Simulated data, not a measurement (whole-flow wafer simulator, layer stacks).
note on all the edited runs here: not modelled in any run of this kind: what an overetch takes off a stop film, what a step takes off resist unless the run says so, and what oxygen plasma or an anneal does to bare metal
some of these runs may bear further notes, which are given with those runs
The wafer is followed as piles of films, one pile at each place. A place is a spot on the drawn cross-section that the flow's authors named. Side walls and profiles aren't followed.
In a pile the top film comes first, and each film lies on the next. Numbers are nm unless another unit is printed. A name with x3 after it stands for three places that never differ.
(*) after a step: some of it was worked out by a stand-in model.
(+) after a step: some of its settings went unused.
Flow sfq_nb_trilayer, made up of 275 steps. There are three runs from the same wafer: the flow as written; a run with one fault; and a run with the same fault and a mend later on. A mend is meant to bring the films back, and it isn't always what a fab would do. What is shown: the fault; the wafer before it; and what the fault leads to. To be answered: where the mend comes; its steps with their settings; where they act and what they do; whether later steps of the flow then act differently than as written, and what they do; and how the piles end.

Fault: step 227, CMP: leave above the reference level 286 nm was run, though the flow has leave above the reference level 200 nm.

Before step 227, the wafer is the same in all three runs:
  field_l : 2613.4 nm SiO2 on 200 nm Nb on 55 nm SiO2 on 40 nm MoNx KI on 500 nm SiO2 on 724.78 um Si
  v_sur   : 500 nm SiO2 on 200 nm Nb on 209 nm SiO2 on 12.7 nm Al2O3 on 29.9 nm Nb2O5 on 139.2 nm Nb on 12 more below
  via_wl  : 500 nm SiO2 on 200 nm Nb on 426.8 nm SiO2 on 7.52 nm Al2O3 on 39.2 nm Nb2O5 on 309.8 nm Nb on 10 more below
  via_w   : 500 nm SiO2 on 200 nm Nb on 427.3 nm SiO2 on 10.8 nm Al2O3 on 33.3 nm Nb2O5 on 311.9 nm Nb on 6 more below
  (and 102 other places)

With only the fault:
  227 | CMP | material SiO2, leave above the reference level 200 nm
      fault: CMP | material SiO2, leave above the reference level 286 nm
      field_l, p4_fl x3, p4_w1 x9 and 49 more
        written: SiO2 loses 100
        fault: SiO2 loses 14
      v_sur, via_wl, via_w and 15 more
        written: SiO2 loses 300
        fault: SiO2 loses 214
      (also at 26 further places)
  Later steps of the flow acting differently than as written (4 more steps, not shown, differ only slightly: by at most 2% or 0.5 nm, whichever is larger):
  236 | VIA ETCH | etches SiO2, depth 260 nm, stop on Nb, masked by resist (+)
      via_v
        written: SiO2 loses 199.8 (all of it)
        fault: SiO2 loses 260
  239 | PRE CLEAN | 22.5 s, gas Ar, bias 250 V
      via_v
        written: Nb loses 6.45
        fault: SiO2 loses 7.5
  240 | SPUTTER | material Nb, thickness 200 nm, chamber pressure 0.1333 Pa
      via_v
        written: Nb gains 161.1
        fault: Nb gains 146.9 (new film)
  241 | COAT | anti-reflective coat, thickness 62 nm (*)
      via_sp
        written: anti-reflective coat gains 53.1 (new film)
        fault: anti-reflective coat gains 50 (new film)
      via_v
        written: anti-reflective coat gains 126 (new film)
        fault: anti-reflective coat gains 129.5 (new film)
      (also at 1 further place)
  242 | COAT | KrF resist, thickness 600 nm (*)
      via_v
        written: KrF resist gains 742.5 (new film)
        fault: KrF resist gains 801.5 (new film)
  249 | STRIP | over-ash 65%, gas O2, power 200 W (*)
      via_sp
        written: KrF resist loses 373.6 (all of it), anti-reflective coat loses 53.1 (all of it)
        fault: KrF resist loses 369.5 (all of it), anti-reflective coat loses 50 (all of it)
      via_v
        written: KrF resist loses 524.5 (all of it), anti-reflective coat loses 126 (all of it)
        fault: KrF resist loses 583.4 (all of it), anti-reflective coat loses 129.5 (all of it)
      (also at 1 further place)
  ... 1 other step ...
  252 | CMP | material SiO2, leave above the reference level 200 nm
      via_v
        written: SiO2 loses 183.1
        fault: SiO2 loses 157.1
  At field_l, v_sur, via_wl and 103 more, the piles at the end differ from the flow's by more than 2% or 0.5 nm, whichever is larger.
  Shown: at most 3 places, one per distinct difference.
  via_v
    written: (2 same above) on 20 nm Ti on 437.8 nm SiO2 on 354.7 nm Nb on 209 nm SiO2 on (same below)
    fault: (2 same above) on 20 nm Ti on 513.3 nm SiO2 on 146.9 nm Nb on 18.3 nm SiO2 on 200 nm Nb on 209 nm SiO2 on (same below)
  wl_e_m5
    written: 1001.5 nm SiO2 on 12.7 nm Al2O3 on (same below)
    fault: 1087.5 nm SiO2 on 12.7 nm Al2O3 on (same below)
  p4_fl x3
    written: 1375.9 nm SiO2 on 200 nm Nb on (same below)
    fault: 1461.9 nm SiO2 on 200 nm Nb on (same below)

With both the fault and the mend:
  The mend stands after step 228.
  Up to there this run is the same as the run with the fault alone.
  228a | CMP | material SiO2, leave above the reference level 200 nm (a further turn of the flow's step 227)
      field_l, v_sur, via_wl and 103 more
        SiO2 loses 86
  Later steps of the flow that are run all act as written at every place that is followed.
  At every place that both follow, the piles at the end match the flow's.
